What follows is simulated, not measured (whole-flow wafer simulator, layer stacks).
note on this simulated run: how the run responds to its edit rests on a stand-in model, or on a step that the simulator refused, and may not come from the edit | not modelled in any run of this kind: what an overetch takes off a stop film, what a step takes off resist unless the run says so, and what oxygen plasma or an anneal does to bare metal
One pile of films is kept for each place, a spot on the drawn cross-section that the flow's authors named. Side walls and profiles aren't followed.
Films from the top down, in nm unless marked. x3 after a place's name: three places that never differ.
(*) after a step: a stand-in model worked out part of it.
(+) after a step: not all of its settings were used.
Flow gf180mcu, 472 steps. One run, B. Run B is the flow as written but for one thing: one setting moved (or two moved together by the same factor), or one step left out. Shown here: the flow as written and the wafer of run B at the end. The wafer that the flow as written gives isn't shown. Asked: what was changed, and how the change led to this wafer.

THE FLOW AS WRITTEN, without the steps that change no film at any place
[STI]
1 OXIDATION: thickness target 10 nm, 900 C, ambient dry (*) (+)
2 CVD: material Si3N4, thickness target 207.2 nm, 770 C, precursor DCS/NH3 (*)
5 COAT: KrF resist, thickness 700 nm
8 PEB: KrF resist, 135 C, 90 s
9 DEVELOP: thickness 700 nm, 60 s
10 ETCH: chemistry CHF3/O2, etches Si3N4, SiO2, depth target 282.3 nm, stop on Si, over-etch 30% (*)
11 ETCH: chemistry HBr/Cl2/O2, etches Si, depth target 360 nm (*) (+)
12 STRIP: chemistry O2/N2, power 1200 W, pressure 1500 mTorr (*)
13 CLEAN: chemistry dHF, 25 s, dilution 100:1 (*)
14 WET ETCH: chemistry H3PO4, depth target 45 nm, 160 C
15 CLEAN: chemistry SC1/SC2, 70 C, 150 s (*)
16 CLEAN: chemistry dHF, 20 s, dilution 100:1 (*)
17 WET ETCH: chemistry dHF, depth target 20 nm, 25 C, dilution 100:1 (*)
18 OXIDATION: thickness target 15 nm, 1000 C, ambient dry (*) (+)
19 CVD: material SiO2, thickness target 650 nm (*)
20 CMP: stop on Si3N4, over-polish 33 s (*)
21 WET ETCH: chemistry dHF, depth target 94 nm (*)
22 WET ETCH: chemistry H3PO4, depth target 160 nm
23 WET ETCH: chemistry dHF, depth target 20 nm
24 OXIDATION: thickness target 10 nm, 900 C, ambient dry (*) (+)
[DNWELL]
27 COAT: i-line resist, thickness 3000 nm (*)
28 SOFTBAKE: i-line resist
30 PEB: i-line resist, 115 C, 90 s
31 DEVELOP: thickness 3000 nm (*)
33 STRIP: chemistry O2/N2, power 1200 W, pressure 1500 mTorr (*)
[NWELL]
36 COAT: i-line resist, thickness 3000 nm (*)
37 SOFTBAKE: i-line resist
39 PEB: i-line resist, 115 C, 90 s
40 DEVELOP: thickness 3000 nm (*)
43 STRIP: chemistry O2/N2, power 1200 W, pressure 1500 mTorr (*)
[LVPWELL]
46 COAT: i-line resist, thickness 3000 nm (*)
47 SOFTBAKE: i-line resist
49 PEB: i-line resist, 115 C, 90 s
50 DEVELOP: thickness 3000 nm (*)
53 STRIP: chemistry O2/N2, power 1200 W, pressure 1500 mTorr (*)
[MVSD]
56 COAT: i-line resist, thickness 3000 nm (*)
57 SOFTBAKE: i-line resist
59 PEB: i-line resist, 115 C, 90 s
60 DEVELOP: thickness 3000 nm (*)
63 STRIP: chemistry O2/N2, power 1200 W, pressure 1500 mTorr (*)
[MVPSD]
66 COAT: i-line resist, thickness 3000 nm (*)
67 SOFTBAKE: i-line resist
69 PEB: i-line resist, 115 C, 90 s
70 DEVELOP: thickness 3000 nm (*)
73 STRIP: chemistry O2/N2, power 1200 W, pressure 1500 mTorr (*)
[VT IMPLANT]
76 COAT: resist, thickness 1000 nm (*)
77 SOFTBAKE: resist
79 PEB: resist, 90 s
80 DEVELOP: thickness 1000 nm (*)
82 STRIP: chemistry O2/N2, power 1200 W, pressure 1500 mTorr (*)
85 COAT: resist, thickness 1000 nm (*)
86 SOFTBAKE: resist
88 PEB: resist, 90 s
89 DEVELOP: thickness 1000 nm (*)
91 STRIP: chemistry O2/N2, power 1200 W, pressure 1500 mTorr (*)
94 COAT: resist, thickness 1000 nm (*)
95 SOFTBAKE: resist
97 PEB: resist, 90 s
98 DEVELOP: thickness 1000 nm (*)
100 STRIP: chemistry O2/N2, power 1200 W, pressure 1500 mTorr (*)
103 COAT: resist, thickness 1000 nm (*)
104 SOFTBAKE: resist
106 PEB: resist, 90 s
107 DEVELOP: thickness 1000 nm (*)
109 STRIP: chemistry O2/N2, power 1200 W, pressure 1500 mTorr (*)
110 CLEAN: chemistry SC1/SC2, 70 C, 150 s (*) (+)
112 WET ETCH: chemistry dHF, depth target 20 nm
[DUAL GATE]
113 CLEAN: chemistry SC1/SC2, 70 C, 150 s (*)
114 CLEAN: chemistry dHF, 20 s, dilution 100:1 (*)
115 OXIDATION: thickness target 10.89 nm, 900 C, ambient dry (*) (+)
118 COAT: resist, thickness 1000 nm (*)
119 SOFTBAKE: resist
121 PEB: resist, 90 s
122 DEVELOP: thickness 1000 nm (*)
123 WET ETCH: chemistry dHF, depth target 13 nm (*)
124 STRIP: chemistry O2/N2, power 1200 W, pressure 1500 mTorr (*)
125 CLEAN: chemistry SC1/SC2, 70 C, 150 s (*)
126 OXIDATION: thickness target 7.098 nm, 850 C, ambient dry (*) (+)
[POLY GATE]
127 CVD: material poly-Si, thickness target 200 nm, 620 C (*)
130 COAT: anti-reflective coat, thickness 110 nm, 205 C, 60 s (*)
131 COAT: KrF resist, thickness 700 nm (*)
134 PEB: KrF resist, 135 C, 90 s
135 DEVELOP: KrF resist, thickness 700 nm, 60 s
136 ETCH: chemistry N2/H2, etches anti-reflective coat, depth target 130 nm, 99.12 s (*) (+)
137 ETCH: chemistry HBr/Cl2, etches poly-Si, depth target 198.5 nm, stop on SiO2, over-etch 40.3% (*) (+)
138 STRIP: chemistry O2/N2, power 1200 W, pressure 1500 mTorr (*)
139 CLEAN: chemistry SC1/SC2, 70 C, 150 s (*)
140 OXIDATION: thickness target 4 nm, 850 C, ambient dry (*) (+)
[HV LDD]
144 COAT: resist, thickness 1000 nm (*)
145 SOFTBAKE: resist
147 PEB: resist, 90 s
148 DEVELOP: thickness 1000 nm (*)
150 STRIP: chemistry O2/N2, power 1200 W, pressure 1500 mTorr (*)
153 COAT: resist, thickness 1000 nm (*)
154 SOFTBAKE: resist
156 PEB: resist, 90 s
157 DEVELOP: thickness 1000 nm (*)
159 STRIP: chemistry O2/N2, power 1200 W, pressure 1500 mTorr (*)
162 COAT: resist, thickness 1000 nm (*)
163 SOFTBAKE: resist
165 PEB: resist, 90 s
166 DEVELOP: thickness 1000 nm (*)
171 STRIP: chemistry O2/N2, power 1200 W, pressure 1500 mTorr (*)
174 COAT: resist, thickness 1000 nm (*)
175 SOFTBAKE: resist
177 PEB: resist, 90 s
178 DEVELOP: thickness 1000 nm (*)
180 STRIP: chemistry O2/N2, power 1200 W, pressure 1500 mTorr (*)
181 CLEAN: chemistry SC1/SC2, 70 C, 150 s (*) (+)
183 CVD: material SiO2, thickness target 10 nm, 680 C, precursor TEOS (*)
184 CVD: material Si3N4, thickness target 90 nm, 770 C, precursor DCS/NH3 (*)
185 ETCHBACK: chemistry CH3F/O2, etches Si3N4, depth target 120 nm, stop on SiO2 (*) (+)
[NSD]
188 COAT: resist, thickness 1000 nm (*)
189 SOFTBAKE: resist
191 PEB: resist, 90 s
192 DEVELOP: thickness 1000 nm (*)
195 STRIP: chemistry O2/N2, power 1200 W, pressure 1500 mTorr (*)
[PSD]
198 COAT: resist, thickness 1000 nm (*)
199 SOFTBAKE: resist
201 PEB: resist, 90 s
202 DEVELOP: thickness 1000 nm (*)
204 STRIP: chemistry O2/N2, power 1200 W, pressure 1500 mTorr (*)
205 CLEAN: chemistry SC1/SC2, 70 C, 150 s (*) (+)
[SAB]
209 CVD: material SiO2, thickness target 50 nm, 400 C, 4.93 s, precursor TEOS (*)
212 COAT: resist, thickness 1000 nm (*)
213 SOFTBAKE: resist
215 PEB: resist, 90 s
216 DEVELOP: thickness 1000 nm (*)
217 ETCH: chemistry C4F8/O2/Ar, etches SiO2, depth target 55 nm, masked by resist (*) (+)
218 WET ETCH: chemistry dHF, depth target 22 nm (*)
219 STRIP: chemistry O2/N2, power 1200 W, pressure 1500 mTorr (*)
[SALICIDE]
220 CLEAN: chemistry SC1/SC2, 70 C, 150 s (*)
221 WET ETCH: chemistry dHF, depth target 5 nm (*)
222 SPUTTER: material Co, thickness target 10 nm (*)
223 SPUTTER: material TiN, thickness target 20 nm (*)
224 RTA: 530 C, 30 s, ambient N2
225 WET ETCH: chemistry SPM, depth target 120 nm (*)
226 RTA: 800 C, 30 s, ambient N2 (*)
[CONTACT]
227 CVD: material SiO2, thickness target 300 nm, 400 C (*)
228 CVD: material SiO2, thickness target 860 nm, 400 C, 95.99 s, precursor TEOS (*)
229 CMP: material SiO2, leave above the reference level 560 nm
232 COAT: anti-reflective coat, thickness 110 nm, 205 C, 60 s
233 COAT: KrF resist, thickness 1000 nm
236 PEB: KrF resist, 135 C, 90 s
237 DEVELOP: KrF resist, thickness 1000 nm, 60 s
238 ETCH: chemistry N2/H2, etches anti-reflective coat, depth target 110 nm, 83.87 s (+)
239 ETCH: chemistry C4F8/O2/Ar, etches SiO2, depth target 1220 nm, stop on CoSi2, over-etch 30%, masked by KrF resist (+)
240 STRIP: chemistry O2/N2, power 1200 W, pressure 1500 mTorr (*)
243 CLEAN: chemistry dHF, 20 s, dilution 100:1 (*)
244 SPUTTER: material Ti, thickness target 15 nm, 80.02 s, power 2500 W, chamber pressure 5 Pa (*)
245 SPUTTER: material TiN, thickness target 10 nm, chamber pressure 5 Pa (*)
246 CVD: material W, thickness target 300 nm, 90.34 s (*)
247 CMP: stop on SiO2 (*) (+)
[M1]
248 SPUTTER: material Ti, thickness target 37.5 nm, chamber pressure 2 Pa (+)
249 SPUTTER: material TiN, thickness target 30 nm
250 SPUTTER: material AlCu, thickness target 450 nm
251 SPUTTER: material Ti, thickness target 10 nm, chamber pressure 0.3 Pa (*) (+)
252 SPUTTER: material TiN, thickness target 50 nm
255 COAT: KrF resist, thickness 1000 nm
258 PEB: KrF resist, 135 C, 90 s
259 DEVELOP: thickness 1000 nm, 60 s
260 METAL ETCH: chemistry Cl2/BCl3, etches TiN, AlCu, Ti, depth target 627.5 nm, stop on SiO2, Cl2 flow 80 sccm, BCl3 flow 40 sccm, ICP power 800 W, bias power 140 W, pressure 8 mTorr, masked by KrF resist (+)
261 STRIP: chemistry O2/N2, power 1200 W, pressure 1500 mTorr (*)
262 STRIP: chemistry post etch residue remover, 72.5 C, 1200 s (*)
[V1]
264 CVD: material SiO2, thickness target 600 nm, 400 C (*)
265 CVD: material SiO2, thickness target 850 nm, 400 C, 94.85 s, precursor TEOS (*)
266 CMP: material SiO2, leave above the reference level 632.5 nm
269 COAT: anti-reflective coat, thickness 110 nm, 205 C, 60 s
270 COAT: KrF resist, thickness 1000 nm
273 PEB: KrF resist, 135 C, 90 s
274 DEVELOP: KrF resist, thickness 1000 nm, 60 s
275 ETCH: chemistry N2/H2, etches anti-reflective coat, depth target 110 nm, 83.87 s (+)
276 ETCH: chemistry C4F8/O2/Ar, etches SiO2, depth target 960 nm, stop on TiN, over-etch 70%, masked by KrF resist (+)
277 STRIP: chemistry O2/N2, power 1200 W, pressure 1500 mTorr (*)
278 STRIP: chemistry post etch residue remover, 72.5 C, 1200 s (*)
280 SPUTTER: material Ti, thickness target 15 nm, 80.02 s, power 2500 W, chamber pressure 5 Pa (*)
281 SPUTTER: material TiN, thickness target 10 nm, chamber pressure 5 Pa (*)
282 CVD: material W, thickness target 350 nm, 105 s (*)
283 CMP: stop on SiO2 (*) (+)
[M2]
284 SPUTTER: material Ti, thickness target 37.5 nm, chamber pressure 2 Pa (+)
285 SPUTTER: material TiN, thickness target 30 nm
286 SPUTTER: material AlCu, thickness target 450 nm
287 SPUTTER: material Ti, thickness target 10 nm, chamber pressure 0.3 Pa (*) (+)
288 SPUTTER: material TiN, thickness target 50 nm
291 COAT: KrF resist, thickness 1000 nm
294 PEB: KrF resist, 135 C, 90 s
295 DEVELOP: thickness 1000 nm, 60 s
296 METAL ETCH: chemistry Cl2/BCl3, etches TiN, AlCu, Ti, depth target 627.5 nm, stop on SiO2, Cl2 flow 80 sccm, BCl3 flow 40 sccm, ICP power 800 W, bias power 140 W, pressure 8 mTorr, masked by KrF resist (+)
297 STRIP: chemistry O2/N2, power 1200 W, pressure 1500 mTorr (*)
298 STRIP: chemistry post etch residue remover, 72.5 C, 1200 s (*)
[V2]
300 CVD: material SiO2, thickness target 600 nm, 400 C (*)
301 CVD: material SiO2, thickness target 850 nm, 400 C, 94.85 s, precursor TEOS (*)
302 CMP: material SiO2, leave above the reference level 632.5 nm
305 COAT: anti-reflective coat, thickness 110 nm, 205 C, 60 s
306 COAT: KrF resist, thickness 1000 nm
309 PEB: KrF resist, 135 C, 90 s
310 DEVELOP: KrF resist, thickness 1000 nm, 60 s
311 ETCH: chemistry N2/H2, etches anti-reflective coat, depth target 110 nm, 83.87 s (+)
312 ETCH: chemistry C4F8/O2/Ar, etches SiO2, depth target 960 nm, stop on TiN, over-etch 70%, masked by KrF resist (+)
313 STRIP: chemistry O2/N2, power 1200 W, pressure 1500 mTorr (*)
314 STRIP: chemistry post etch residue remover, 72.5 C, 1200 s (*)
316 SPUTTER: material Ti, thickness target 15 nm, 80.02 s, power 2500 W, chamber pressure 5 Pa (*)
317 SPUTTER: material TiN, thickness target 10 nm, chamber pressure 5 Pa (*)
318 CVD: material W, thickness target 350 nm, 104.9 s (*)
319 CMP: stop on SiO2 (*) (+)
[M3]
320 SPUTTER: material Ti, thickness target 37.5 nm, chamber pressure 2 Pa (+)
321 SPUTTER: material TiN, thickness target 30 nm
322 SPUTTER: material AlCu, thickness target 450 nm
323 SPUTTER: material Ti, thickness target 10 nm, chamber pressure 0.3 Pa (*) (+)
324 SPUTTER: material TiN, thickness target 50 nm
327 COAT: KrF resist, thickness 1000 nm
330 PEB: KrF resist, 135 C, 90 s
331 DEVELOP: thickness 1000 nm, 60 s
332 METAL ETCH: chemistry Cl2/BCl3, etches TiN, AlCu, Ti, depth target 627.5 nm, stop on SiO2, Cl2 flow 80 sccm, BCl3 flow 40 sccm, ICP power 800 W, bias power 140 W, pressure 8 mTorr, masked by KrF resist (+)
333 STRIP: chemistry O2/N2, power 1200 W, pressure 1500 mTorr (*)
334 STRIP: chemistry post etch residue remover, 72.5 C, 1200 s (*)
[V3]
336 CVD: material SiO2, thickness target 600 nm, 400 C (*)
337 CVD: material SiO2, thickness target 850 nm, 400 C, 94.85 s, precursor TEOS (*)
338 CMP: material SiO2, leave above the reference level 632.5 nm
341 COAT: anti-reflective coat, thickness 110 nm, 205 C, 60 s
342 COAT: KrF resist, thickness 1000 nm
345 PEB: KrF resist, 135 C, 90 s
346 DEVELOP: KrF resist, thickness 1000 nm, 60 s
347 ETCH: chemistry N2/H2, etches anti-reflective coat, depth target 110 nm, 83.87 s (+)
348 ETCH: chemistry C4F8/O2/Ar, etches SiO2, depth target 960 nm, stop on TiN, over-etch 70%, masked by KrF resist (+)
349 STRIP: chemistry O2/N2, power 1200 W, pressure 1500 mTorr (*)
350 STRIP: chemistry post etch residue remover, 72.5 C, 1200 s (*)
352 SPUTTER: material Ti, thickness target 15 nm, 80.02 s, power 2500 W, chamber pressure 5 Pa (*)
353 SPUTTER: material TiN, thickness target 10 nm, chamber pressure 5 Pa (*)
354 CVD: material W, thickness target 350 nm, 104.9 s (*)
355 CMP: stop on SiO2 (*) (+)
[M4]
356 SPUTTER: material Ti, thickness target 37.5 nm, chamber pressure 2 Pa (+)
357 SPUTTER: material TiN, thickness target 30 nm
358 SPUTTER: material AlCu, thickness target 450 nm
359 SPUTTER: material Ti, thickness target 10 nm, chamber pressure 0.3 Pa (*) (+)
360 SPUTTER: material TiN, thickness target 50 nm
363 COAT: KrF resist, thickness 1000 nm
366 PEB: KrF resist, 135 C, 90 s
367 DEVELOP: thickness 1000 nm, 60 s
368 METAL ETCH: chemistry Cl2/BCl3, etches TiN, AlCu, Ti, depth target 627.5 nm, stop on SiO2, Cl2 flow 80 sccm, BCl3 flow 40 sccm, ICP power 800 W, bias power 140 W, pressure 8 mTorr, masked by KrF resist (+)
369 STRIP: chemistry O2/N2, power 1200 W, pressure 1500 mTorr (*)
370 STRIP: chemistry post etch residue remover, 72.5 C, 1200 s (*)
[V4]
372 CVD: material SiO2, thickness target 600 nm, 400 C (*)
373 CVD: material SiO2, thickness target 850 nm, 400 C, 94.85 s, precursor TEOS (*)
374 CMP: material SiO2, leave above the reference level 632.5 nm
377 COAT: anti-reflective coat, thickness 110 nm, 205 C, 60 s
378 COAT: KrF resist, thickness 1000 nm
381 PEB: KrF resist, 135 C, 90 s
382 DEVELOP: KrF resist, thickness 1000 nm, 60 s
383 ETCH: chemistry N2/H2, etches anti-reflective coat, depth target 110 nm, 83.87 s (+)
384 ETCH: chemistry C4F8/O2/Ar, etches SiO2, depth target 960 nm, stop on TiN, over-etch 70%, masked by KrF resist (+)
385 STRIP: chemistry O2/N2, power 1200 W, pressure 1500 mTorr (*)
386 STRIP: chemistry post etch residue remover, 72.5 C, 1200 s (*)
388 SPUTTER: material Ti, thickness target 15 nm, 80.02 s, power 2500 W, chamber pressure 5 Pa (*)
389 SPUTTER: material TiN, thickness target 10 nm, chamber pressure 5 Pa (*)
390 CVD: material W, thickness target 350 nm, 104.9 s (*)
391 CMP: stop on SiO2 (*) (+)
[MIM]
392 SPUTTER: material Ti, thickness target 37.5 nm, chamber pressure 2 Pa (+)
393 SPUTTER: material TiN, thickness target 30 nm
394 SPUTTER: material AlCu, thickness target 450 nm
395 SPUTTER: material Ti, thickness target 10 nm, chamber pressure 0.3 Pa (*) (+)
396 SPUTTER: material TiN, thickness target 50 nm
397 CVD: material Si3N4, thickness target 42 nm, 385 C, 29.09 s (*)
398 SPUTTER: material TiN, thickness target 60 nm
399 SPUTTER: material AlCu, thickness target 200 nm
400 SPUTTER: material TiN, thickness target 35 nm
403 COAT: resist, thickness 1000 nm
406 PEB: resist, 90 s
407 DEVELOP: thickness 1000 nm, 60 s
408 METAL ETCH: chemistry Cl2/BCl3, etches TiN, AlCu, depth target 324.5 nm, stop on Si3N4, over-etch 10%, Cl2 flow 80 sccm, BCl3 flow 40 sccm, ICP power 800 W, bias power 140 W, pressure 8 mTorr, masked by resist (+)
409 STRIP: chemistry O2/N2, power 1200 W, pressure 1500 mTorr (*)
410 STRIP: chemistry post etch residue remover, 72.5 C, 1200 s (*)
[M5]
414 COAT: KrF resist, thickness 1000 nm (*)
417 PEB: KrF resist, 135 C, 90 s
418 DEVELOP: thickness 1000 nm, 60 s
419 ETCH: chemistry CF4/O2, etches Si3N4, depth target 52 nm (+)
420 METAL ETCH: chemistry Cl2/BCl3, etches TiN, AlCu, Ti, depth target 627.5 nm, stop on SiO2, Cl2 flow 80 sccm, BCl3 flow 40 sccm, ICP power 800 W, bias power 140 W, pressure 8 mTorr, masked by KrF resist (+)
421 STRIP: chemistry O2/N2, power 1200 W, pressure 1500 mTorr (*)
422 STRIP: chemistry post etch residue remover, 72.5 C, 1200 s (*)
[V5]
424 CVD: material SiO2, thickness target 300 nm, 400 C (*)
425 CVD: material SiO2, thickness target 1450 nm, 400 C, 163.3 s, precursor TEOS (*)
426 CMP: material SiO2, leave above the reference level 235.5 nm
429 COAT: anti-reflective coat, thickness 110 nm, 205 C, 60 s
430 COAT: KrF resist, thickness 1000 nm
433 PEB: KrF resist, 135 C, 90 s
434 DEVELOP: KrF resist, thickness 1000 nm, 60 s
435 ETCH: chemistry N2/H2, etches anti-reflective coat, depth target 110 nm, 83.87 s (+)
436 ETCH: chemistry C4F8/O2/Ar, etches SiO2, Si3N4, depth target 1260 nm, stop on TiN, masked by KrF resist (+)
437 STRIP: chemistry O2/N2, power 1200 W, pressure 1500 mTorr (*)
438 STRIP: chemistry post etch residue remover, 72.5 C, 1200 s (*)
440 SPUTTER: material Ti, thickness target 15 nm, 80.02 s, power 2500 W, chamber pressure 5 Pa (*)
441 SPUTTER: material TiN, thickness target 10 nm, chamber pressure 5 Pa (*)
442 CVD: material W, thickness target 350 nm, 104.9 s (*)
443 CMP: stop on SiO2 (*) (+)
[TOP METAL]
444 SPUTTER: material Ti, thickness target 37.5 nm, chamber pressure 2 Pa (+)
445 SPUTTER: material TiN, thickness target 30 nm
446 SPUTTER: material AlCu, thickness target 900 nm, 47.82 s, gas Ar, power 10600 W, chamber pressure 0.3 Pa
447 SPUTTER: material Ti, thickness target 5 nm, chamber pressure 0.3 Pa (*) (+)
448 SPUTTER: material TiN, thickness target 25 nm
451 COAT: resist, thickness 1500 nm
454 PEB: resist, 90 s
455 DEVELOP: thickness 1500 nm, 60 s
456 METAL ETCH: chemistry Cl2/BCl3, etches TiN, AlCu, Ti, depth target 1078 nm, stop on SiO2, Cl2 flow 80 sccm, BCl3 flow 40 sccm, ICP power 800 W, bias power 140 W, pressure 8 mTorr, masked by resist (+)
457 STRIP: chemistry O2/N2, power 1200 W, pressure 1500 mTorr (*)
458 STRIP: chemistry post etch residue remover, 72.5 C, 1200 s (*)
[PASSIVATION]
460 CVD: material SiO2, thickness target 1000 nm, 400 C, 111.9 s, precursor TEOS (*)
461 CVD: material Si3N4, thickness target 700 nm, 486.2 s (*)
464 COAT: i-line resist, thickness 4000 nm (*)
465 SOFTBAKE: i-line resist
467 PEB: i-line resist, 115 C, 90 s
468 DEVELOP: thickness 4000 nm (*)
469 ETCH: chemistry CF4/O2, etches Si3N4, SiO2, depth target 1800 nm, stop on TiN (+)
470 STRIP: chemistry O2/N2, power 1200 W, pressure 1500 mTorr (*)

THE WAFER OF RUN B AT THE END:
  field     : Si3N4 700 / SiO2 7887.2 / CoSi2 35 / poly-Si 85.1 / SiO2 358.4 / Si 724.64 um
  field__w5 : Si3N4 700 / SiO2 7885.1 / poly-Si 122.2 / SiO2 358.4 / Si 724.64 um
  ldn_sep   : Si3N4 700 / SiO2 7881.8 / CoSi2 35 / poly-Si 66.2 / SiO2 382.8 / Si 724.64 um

The cause: step 136, ETCH: chemistry N2/H2, etches anti-reflective coat, depth target 130 nm, 99.12 s (*) (+), was left out.

How the change led to this, step by step:
  137 ETCH: chemistry HBr/Cl2, etches poly-Si, depth target 198.5 nm, stop on SiO2, over-etch 40.3% (*) (+)
      sti, mim_1p0, pad, dice_street: anti-reflective coat -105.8 (all of it), poly-Si -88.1 (as written it would be: poly-Si -198.4 (all of it), SiO2 -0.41)
      p_well, spacer, sd_n: anti-reflective coat -121 (all of it), poly-Si -60.6 (as written it would be: poly-Si -198.8 (all of it), SiO2 -0.4)
      (and at 57 more places)
  138 STRIP: chemistry O2/N2, power 1200 W, pressure 1500 mTorr (*)
      field, field__w1, field__w2 and 61 more: chemical SiO2 +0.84 (new film), poly-Si -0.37 (as written it would be: nothing)
      gate: chemical SiO2 +0.64 (new film), KrF resist -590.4 (all of it), anti-reflective coat -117 (all of it), poly-Si -0.28 (as written it would be: chemical SiO2 +0.62 (new film), KrF resist -496.5 (all of it), anti-reflective coat -117 (all of it), poly-Si -0.27)
      (and at 27 more places)
  139 CLEAN: chemistry SC1/SC2, 70 C, 150 s (*)
      field, field__w1, field__w2 and 34 more: chemical SiO2 -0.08, poly-Si -0.26 (as written it would be: SiO2 -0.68)
  140 OXIDATION: thickness target 4 nm, 850 C, ambient dry (*) (+)
      field, field__w1, field__w2 and 21 more: SiO2 +4 (new film), chemical SiO2 -0.76 (all of it), poly-Si -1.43 (as written it would be: SiO2 +0.15, Si -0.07)
      active_hv, active_nat, ld_sd_n and 11 more: SiO2 +4 (new film), chemical SiO2 -0.76 (all of it), poly-Si -1.43 (as written it would be: SiO2 +0.96, Si -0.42)
      (and at 26 more places)
  144 COAT: resist, thickness 1000 nm (*)
      p_well, spacer, sd_n: resist +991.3 (new film) (as written it would be: resist +1012.6 (new film))
      polyc_n, polyc_p: resist +925.4 (new film) (as written it would be: resist +817.8 (new film))
      (and at 57 more places)
  145 SOFTBAKE: resist
      nw_enc_fld_lv__w3: resist -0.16 (as written it would be: resist +0.39)
      field__w1: resist +0.49 (as written it would be: resist +1.27)
      (and at 58 more places)
  147 PEB: resist, 90 s
      p_well, spacer, sd_n: resist -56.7 (as written it would be: resist -57.9)
      field__w11, field__w13: resist -58.1 (as written it would be: resist -59.9)
      (and at 58 more places)
  148 DEVELOP: thickness 1000 nm (*)
      spacer, sd_n: resist -934.6 (all of it) (as written it would be: resist -954.7 (all of it))
      field__w7: resist -959.5 (all of it) (as written it would be: resist -990.3 (all of it))
      (and at 9 more places)
  150 STRIP: chemistry O2/N2, power 1200 W, pressure 1500 mTorr (*)
      field__w11, field__w13: resist -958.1 (all of it) (as written it would be: resist -987.1 (all of it))
      field__w3: resist -956.7 (all of it) (as written it would be: resist -989.7 (all of it))
      (and at 47 more places)
  153 COAT: resist, thickness 1000 nm (*)
      p_well, spacer, sd_n: resist +991.3 (new film) (as written it would be: resist +1012.6 (new film))
      polyc_n, polyc_p: resist +925.4 (new film) (as written it would be: resist +817.8 (new film))
      (and at 57 more places)
  154 SOFTBAKE: resist
      nw_enc_fld_lv__w3: resist -0.16 (as written it would be: resist +0.39)
      field__w1: resist +0.49 (as written it would be: resist +1.27)
      (and at 58 more places)
  156 PEB: resist, 90 s
      p_well, spacer, sd_n: resist -56.7 (as written it would be: resist -57.9)
      field__w11, field__w13: resist -58.1 (as written it would be: resist -59.9)
      (and at 58 more places)
  157 DEVELOP: thickness 1000 nm (*)
      field__w11, field__w13: resist -958.1 (all of it) (as written it would be: resist -987.1 (all of it))
      field__w12: resist -958.2 (all of it) (as written it would be: resist -990.5 (all of it))
      (and at 7 more places)
  159 STRIP: chemistry O2/N2, power 1200 W, pressure 1500 mTorr (*)
      p_well, spacer, sd_n: resist -934.6 (all of it) (as written it would be: resist -954.7 (all of it))
      field__w3: resist -956.7 (all of it) (as written it would be: resist -989.7 (all of it))
      (and at 48 more places)
  162 COAT: resist, thickness 1000 nm (*)
      p_well, spacer, sd_n: resist +991.3 (new film) (as written it would be: resist +1012.6 (new film))
      polyc_n, polyc_p: resist +925.4 (new film) (as written it would be: resist +817.8 (new film))
      (and at 57 more places)
  163 SOFTBAKE: resist
      nw_enc_fld_lv__w3: resist -0.16 (as written it would be: resist +0.39)
      field__w1: resist +0.49 (as written it would be: resist +1.27)
      (and at 58 more places)
  ... 38 more steps ...
  246 CVD: material W, thickness target 300 nm, 90.34 s (*)
      polyc_n, polyc_p: W +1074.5 (new film) (as written it would be: W +936 (new film))
Counting metal films that touch as one body, field has 1 body; the flow as written gives 0 bodies.
Counting metal films that touch as one body, ldn_sep has 1 body; the flow as written gives 0 bodies.
